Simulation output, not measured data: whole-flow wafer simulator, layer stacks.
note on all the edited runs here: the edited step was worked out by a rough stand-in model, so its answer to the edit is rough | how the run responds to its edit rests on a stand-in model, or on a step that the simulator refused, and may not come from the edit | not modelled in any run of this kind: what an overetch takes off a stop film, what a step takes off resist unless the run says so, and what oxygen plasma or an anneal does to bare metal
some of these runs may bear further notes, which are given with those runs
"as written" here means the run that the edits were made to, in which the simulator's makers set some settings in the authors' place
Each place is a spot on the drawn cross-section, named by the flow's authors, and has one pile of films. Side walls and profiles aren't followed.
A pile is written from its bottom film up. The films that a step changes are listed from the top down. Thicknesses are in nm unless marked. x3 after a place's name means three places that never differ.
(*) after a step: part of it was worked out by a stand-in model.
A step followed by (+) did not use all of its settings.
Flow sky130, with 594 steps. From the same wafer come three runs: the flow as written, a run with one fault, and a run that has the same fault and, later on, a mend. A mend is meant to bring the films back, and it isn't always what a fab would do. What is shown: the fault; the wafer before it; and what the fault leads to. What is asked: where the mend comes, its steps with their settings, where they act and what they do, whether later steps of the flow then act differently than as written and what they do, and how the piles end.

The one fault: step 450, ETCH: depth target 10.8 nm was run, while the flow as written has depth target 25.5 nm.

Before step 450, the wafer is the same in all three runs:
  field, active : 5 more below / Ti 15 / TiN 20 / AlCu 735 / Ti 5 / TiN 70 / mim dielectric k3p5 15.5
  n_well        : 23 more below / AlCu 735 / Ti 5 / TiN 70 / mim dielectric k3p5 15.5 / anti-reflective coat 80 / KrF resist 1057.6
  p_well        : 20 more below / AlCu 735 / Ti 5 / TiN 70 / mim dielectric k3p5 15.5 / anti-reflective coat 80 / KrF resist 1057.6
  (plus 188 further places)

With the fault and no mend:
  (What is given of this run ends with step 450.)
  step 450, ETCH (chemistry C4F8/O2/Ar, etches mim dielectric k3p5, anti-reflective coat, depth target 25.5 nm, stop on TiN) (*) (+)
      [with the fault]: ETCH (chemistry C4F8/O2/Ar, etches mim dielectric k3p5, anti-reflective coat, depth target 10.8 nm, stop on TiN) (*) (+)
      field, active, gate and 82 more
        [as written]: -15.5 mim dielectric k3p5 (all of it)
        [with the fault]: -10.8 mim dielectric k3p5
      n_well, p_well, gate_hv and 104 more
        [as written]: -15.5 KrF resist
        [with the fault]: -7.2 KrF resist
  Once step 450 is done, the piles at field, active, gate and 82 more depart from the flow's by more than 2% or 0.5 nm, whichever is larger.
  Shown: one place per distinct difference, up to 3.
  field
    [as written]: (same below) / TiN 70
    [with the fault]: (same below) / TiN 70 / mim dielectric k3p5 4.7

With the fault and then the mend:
  The mend stands after step 450.
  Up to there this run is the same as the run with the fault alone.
  step 450a, ETCH (chemistry C4F8/O2/Ar, etches mim dielectric k3p5, anti-reflective coat, depth target 14.7 nm, stop on TiN) (*) (+) (the flow's step 450 again, with other settings)
      n_well, p_well, gate_hv and 104 more
        -4.7 KrF resist
      field, active, gate and 82 more
        -4.7 mim dielectric k3p5 (all of it)
  Every later step of the flow that is run acts as written, at every place that is followed, to within 2% or 0.5 nm, whichever is larger.
  By the end, the piles equal the flow's at every place that both follow.
